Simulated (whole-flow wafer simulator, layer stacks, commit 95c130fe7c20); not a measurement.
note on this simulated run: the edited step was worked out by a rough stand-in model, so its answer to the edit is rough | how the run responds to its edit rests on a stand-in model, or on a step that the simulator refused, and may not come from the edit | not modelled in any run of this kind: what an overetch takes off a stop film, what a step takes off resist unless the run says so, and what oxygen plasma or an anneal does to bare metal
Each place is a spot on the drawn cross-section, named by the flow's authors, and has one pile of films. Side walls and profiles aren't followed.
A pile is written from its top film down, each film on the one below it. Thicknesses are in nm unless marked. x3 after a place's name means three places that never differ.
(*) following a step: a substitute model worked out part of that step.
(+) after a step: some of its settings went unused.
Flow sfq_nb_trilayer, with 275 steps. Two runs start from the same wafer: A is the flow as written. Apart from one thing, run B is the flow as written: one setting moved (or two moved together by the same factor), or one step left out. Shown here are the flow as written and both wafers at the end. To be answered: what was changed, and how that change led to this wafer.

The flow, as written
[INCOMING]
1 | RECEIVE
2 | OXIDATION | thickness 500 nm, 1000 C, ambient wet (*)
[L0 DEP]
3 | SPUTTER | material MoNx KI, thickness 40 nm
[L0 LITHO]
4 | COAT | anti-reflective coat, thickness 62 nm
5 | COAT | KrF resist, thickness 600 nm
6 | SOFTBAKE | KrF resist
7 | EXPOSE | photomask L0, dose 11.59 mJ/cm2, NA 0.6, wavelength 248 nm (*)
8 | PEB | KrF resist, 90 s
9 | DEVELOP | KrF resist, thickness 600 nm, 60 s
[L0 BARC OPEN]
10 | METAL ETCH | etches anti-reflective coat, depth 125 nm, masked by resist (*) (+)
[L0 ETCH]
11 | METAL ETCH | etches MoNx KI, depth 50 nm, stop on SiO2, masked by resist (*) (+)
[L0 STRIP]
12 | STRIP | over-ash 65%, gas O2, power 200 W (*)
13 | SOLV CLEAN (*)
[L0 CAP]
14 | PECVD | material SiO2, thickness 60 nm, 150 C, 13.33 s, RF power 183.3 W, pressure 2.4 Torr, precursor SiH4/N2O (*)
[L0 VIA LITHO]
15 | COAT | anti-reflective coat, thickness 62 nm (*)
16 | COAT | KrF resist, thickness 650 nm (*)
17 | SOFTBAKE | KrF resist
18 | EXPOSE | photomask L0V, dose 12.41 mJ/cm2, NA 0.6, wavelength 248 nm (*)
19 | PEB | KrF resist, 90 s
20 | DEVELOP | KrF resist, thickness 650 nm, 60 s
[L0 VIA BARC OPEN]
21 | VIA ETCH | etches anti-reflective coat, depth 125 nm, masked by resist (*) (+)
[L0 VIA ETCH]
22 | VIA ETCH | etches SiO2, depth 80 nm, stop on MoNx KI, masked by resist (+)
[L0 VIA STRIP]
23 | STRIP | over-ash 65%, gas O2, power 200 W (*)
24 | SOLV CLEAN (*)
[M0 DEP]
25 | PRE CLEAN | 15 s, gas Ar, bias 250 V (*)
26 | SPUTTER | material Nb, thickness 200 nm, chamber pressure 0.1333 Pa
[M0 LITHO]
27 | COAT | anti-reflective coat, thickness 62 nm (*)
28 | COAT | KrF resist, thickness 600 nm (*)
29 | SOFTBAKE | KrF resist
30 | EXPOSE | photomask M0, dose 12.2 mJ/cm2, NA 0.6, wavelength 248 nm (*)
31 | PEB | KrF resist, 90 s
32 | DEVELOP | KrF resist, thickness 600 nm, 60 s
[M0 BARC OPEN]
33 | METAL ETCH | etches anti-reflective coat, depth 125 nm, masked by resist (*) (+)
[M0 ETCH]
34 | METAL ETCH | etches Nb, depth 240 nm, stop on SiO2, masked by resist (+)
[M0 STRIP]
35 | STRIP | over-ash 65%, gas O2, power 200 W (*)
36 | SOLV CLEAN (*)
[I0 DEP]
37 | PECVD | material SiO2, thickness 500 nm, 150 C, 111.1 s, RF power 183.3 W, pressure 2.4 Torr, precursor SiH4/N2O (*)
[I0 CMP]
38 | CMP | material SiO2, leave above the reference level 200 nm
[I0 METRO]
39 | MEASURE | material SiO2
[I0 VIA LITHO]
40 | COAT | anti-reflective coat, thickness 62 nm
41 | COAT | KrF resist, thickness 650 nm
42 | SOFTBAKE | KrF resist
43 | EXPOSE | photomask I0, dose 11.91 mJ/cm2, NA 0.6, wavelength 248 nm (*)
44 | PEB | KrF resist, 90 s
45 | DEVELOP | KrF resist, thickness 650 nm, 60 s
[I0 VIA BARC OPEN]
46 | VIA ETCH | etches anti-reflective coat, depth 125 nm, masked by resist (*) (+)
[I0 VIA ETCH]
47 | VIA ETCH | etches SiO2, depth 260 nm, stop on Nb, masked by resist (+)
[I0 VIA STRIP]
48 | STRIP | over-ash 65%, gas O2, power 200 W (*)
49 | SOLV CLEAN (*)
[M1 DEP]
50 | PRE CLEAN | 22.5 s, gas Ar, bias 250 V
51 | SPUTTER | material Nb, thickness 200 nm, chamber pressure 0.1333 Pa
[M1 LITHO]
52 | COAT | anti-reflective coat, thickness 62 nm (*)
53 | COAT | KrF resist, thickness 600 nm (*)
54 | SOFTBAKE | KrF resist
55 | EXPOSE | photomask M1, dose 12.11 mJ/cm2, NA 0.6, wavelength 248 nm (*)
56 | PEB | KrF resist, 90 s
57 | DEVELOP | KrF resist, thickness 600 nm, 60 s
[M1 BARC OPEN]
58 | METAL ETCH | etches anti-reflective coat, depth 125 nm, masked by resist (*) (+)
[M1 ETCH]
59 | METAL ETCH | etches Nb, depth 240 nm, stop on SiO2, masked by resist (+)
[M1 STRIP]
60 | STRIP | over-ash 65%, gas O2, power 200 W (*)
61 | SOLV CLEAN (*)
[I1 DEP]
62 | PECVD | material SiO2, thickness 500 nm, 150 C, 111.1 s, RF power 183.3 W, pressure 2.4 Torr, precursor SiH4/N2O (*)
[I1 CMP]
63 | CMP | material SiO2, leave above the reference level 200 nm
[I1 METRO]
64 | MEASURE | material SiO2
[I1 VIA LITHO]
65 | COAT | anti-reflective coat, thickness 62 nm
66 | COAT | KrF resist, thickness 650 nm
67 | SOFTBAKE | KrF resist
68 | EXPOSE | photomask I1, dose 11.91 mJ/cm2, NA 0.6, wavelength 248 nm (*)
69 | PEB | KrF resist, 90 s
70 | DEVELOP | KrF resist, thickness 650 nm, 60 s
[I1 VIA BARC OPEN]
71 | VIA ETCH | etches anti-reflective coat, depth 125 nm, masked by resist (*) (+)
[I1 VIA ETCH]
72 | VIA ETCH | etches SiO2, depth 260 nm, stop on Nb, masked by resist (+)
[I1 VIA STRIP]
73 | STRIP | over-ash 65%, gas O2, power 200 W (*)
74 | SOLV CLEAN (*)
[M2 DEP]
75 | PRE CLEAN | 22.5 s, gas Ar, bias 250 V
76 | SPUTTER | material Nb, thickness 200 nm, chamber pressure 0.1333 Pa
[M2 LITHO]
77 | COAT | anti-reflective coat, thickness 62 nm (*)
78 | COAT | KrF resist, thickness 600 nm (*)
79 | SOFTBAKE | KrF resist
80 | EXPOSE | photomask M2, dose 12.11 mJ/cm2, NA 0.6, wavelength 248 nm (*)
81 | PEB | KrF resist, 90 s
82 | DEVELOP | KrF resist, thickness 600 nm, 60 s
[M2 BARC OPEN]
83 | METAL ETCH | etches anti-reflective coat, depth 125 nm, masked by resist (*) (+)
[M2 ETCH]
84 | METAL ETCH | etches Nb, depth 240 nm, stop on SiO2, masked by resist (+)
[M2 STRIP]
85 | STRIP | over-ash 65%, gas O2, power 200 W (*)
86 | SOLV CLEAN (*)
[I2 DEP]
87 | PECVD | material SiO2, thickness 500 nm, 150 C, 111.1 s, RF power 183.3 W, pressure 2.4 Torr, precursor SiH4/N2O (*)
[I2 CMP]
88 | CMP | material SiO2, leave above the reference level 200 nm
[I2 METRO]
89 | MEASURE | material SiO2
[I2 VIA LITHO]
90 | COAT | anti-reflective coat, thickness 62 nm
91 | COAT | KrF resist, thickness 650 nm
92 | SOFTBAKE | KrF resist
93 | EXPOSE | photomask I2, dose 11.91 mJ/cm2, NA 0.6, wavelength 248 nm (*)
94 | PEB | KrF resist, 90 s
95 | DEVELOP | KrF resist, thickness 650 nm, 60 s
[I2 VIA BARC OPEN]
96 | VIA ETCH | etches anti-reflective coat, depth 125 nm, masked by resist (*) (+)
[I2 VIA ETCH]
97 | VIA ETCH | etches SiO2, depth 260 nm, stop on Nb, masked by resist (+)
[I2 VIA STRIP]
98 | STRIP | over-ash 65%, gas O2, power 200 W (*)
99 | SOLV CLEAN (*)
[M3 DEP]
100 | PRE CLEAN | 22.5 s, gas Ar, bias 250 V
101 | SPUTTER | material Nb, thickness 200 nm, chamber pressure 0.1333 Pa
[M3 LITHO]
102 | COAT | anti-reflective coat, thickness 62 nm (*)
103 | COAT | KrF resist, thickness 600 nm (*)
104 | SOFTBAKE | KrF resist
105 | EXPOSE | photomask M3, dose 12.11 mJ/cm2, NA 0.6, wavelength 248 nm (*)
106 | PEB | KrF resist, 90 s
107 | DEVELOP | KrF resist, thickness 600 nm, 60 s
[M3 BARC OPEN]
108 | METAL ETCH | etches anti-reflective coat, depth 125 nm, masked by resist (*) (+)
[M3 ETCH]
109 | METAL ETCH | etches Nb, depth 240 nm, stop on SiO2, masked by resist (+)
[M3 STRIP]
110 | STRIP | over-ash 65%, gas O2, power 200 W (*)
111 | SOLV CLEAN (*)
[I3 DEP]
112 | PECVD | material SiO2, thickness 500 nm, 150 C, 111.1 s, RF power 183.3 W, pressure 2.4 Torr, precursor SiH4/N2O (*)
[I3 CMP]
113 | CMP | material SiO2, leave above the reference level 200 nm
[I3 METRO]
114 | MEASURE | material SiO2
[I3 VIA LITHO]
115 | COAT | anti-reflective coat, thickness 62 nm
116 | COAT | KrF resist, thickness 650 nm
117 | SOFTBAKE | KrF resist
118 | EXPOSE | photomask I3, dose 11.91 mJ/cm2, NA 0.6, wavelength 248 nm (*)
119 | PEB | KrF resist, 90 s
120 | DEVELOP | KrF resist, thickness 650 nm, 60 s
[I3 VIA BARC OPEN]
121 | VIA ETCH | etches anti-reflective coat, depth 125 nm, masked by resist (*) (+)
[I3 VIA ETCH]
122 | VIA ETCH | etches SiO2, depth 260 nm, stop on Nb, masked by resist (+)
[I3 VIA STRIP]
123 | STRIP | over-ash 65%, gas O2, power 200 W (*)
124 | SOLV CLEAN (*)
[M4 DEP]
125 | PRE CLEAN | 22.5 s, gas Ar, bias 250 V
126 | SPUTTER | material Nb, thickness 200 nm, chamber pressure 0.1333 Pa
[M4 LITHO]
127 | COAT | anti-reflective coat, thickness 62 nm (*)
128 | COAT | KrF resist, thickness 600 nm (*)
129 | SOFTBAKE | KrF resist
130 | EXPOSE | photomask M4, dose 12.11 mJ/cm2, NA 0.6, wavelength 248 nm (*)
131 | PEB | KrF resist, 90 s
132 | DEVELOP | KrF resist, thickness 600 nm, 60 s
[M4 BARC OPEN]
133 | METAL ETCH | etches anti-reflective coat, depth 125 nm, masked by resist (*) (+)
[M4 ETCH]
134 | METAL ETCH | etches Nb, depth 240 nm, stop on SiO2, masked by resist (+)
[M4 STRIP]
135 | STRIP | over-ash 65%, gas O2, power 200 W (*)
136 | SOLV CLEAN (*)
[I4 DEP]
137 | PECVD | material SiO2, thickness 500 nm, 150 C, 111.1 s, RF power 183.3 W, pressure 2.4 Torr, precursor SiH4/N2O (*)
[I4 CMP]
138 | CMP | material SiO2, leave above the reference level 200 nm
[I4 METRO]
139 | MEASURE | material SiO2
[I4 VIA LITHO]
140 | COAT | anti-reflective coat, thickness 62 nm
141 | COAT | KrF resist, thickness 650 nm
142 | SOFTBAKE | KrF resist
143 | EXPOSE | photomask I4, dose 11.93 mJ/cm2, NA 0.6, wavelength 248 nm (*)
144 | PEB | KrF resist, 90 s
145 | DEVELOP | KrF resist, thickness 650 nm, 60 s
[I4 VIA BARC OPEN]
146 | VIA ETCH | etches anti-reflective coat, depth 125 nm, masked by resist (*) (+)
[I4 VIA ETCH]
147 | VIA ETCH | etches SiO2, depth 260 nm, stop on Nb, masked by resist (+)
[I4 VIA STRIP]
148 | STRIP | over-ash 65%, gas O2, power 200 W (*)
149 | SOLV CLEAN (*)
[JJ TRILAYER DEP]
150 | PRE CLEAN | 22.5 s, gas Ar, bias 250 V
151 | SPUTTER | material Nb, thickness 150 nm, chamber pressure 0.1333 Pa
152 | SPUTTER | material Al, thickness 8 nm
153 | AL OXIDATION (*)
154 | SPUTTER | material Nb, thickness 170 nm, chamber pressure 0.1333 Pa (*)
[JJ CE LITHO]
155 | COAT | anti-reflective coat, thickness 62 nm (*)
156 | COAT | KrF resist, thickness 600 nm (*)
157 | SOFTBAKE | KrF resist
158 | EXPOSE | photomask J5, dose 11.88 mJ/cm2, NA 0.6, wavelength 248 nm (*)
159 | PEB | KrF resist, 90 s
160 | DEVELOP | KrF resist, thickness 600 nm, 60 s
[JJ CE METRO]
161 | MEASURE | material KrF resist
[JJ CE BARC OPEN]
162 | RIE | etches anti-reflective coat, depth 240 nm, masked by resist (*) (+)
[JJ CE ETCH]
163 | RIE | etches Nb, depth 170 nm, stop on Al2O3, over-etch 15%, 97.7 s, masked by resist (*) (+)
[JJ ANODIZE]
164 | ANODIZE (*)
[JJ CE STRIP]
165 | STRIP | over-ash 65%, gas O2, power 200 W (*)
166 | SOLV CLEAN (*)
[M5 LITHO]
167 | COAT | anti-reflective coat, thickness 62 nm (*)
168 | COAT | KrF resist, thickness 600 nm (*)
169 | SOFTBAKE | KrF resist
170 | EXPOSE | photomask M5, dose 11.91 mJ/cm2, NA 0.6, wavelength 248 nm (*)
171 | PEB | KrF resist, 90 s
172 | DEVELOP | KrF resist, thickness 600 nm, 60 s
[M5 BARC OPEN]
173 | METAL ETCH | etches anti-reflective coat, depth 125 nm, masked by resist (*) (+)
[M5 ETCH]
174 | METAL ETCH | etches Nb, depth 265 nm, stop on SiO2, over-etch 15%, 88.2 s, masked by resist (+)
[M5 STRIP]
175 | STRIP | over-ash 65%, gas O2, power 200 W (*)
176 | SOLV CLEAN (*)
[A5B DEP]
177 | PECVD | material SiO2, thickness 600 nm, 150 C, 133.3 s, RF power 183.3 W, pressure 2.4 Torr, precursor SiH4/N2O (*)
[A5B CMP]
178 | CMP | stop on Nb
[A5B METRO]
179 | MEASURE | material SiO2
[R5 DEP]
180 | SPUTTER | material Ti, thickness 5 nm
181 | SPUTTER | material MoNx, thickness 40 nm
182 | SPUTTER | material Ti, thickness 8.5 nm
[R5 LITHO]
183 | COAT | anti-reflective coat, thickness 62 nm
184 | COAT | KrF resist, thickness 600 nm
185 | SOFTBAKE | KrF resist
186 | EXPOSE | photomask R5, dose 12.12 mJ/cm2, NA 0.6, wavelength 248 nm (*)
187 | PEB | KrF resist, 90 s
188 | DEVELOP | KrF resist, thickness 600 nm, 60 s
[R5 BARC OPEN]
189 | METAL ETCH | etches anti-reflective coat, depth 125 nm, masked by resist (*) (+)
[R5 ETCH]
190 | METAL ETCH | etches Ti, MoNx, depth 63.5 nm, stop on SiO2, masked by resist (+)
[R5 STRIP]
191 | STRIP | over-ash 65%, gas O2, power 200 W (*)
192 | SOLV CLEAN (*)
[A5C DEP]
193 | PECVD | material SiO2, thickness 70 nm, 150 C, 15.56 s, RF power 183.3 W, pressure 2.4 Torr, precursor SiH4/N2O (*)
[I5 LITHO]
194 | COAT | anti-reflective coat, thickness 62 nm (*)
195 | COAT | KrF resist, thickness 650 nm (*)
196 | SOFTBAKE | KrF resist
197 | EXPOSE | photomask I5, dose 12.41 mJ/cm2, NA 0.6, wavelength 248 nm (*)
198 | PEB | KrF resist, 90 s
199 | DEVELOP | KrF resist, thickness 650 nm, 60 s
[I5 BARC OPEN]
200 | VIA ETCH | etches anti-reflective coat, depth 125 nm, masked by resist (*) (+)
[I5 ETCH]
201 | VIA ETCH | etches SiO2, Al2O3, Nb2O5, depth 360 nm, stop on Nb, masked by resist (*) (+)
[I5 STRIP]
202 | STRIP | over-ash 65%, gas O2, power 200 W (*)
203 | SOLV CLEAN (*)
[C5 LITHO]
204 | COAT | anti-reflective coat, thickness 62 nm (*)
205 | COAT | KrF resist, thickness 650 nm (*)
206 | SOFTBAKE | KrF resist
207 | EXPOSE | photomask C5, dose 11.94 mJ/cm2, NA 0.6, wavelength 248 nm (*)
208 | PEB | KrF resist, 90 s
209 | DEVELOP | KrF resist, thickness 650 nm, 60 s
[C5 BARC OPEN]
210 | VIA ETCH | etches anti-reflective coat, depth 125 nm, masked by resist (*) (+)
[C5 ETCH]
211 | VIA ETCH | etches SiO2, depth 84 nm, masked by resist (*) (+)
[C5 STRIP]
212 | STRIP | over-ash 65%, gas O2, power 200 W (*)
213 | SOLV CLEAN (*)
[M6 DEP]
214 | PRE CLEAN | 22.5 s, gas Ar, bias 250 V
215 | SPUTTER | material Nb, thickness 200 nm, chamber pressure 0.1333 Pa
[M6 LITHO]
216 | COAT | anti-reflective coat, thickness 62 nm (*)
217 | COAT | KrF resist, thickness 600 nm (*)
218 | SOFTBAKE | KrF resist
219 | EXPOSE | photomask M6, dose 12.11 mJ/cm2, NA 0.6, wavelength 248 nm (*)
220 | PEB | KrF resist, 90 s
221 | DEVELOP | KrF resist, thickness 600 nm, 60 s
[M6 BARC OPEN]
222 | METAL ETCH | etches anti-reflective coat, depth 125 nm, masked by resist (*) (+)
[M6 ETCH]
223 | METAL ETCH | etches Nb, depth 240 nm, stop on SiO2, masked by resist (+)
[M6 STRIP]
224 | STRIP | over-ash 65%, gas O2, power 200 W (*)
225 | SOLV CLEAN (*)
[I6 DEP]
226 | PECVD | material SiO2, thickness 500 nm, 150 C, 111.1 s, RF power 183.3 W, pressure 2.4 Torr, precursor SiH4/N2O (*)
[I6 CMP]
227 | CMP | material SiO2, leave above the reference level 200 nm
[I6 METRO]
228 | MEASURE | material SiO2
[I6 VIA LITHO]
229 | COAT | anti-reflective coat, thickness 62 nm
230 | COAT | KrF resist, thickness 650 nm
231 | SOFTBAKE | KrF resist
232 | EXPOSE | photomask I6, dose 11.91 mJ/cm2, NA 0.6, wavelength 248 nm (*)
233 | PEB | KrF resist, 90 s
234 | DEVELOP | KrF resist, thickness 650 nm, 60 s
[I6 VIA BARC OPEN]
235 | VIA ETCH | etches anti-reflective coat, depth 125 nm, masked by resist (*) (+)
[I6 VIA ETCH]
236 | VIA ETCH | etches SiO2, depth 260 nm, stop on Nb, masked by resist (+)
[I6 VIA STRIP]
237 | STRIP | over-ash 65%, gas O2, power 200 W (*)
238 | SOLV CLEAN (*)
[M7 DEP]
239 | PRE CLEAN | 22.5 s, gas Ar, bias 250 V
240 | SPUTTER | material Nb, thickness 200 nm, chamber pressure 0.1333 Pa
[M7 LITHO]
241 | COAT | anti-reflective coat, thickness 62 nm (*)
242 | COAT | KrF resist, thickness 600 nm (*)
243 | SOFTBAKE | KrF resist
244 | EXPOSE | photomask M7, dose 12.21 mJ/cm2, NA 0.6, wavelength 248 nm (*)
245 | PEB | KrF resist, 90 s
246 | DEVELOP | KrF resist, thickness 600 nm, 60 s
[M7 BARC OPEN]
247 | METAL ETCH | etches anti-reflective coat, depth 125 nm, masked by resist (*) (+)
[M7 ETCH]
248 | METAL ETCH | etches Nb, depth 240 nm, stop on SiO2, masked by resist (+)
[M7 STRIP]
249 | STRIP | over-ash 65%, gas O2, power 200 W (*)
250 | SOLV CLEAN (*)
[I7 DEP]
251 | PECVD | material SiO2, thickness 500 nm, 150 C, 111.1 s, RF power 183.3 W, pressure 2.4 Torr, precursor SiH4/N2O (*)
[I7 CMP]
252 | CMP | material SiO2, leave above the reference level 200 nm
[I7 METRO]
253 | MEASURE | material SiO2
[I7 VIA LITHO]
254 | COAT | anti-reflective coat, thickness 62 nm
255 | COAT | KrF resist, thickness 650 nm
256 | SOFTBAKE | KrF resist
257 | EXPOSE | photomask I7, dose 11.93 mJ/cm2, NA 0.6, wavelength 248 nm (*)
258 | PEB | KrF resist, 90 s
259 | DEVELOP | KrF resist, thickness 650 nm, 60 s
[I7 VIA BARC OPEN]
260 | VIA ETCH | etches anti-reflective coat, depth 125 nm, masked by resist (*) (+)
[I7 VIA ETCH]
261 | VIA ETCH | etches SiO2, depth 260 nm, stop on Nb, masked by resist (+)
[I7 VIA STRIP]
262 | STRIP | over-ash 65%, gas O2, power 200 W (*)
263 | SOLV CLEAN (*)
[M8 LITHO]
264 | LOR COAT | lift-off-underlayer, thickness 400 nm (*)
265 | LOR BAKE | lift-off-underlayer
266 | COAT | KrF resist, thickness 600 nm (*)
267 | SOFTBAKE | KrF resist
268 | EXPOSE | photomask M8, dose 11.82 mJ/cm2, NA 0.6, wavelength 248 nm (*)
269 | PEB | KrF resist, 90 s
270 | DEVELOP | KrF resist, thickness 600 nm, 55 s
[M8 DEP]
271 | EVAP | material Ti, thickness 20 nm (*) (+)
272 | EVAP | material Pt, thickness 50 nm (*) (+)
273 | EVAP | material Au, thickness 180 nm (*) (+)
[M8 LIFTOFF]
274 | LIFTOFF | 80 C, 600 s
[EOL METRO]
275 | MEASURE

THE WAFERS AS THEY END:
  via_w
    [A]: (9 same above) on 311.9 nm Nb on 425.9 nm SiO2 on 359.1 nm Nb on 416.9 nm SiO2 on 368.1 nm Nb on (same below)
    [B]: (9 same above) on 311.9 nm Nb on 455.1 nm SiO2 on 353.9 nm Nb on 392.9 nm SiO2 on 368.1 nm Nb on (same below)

What caused this: step 62, PECVD: thickness 355 nm was run, whereas the flow has thickness 500 nm; step 62, PECVD: 78.89 s was run, where the flow has 111.1 s.

Step by step, how the change led to this:
  62 | PECVD | material SiO2, thickness 500 nm, 150 C, 111.1 s, RF power 183.3 W, pressure 2.4 Torr, precursor SiH4/N2O (*)
      field_l, be, be_sur and 72 more: A +500 SiO2 | B +355 SiO2
      v_sur, via_wl, via_wr and 20 more: A +500 SiO2 (new film) | B +355 SiO2 (new film)
      (and at 8 other places as well)
  63 | CMP | material SiO2, leave above the reference level 200 nm
      field_l, be, be_sur and 72 more: A -100 SiO2 | B nothing
      lsp_m, ln_m6, lsp_r, l0_sur, l0v: A -94.9 SiO2 | B nothing
      (and at 26 other places as well)
  65 | COAT | anti-reflective coat, thickness 62 nm
      m0r_line_l, m0r_line_r, m6r_line_l, m6r_line_r, m7r_line_l, m7r_line_r: A +62 anti-reflective coat (new film) | B +63.3 anti-reflective coat (new film)
      m0r_space_l, m0r_space_r, m6r_space_l, m6r_space_r, m7r_space_l, m7r_space_r: A +62 anti-reflective coat (new film) | B +68.4 anti-reflective coat (new film)
      (and at 45 other places as well)
  66 | COAT | KrF resist, thickness 650 nm
      v_sur: A +650 KrF resist (new film) | B +633.1 KrF resist (new film)
      via_wl: A +650 KrF resist (new film) | B +635.1 KrF resist (new film)
      (and at 6 other places as well)
  70 | DEVELOP | KrF resist, thickness 650 nm, 60 s
      via_v: A -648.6 KrF resist (all of it) | B -632.7 KrF resist (all of it)
  71 | VIA ETCH | etches anti-reflective coat, depth 125 nm, masked by resist (*) (+)
      field_l, v_sur, via_wl and 102 more: A -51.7 KrF resist | B -48.7 KrF resist
      via_v: A -62 anti-reflective coat (all of it), -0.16 SiO2 | B -58.5 anti-reflective coat (all of it), -0.15 SiO2
  73 | STRIP | over-ash 65%, gas O2, power 200 W (*)
      m0r_line_l, m0r_line_r, m6r_line_l, m6r_line_r, m7r_line_l, m7r_line_r: A -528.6 KrF resist (all of it), -62 anti-reflective coat (all of it) | B -539.9 KrF resist (all of it), -63.3 anti-reflective coat (all of it)
      m0r_space_l, m0r_space_r, m6r_space_l, m6r_space_r, m7r_space_l, m7r_space_r: A -528.6 KrF resist (all of it), -62 anti-reflective coat (all of it) | B -536.4 KrF resist (all of it), -68.4 anti-reflective coat (all of it)
      (and at 45 other places as well)
  77 | COAT | anti-reflective coat, thickness 62 nm (*)
      wl_f_m6, wl_f_sr, wl_g_sl: A +62 anti-reflective coat (new film) | B +64.7 anti-reflective coat (new film)
      m0r_space_l, m6r_space_l, m7r_space_l: A +62 anti-reflective coat (new film) | B +67.3 anti-reflective coat (new film)
      (and at 44 other places as well)
  78 | COAT | KrF resist, thickness 600 nm (*)
      v_sur: A +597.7 KrF resist (new film) | B +581.2 KrF resist (new film)
      via_wl: A +597.1 KrF resist (new film) | B +581.6 KrF resist (new film)
      (and at 8 other places as well)
  82 | DEVELOP | KrF resist, thickness 600 nm, 60 s
      ln_m5: A -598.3 KrF resist (all of it) | B -575.3 KrF resist (all of it)
      wl_d_sl: A -598.7 KrF resist (all of it) | B -613.9 KrF resist (all of it)
      (and at 4 other places as well)
  83 | METAL ETCH | etches anti-reflective coat, depth 125 nm, masked by resist (*) (+)
      wl_f_m6, wl_f_sr, wl_g_sl: A -62 anti-reflective coat (all of it) | B -64.7 anti-reflective coat (all of it)
      m0r_space_l, m6r_space_l, m7r_space_l: A -62 anti-reflective coat (all of it) | B -67.3 anti-reflective coat (all of it)
      (and at 31 other places as well)
  85 | STRIP | over-ash 65%, gas O2, power 200 W (*)
      v_sur: A -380 KrF resist (all of it), -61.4 anti-reflective coat (all of it) | B -362.8 KrF resist (all of it), -51.4 anti-reflective coat (all of it)
      via_wl: A -379.5 KrF resist (all of it), -61.3 anti-reflective coat (all of it) | B -363.2 KrF resist (all of it), -52.7 anti-reflective coat (all of it)
      (and at 11 other places as well)
  88 | CMP | material SiO2, leave above the reference level 200 nm
      field_l, be, be_sur and 79 more: A -100 SiO2 | B -55 SiO2
      via_w: A -300 SiO2 | B -276 SiO2
  97 | VIA ETCH | etches SiO2, depth 260 nm, stop on Nb, masked by resist (+)
      via_w: A -199.8 SiO2 (all of it) | B -223.9 SiO2 (all of it)
  101 | SPUTTER | material Nb, thickness 200 nm, chamber pressure 0.1333 Pa
      via_w: A +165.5 Nb | B +160.4 Nb
  102 | COAT | anti-reflective coat, thickness 62 nm (*)
      via_w: A +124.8 anti-reflective coat (new film) | B +130 anti-reflective coat (new film)
  ... 2 further steps ...
  112 | PECVD | material SiO2, thickness 500 nm, 150 C, 111.1 s, RF power 183.3 W, pressure 2.4 Torr, precursor SiH4/N2O (*)
      via_w: A +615 SiO2 (new film) | B +644.2 SiO2 (new film)
